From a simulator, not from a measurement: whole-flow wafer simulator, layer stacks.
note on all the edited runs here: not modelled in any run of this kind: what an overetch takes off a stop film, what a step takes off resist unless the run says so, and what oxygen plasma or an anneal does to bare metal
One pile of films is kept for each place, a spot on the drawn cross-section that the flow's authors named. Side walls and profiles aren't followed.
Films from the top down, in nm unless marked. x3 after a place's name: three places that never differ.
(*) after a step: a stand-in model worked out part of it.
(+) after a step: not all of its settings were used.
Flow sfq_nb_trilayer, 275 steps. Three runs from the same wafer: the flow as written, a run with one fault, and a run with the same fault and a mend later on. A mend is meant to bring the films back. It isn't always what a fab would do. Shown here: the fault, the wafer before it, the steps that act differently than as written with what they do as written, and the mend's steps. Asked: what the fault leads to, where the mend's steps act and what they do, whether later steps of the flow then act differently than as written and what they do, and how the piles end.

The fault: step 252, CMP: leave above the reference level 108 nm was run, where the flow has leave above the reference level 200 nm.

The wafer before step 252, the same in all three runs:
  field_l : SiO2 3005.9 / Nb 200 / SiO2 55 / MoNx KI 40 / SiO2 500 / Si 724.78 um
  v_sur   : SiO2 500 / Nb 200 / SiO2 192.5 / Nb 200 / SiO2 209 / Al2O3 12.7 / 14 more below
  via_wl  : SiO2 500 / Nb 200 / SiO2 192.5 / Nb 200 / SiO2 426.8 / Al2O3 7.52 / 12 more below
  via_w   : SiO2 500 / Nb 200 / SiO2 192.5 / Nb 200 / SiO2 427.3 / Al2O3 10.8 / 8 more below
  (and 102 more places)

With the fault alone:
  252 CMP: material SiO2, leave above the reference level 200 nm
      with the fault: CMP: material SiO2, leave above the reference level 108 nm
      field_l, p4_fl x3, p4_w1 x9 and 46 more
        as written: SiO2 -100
        with the fault: SiO2 -192
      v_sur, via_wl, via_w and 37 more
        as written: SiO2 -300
        with the fault: SiO2 -392
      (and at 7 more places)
  Later steps of the flow that act differently than as written (2 more steps differ only slightly, by at most 2% or 0.5 nm, whichever is larger, and aren't shown):
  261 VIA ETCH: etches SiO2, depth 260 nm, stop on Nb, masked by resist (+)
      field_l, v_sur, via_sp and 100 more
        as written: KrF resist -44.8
        with the fault: KrF resist -27.9
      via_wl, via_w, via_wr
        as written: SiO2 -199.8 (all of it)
        with the fault: SiO2 -107.8 (all of it)
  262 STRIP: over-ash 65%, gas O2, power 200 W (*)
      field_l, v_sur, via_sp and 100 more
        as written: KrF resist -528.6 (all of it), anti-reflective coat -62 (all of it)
        with the fault: KrF resist -545.5 (all of it), anti-reflective coat -62 (all of it)
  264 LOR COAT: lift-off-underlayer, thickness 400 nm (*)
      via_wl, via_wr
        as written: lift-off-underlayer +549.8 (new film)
        with the fault: lift-off-underlayer +480.9 (new film)
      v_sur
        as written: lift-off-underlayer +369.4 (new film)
        with the fault: lift-off-underlayer +383.5 (new film)
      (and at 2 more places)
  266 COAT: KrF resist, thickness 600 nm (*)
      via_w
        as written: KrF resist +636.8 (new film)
        with the fault: KrF resist +619.9 (new film)
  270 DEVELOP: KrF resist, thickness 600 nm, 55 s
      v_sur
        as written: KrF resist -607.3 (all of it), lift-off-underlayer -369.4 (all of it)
        with the fault: KrF resist -603.4 (all of it), lift-off-underlayer -383.5 (all of it)
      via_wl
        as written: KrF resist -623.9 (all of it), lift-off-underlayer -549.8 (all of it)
        with the fault: KrF resist -612.3 (all of it), lift-off-underlayer -480.9 (all of it)
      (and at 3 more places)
  At the end the piles differ from the flow's by more than 2% or 0.5 nm, whichever is larger, at field_l, v_sur, via_sp and 100 more.
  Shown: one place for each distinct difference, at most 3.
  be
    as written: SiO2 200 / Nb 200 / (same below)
    with the fault: SiO2 108 / Nb 200 / (same below)
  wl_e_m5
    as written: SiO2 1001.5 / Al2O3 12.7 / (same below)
    with the fault: SiO2 909.5 / Al2O3 12.7 / (same below)
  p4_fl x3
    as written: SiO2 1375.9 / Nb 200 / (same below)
    with the fault: SiO2 1283.9 / Nb 200 / (same below)

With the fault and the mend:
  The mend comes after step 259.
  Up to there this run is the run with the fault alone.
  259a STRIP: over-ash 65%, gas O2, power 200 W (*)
      field_l, v_sur, via_sp and 100 more
        KrF resist -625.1 (all of it), anti-reflective coat -62 (all of it)
      via_wl, via_w, via_wr
        anti-reflective coat -62 (all of it)
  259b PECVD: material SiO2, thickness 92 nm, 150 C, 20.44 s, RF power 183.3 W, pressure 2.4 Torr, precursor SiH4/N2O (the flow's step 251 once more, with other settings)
      field_l, v_sur, via_wl and 103 more
        SiO2 +92
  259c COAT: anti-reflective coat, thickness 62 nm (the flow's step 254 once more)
      field_l, v_sur, via_wl and 103 more
        anti-reflective coat +62 (new film)
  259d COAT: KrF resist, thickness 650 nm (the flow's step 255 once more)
      field_l, v_sur, via_wl and 103 more
        KrF resist +650 (new film)
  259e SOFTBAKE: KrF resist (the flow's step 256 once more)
      changes no film at any place that is followed
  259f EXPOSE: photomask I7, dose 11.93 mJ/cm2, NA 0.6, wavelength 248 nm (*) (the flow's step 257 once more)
      changes no film at any place that is followed
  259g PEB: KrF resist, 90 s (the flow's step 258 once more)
      field_l, v_sur, via_wl and 103 more
        KrF resist -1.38
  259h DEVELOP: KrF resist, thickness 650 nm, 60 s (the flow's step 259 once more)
      field_l, v_sur, via_sp and 100 more
        KrF resist -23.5
      via_wl, via_w, via_wr
        KrF resist -648.6 (all of it)
  No later step of the flow acts differently than as written at any place that is followed.
  At the end the piles are the same as the flow's at every place that both follow.
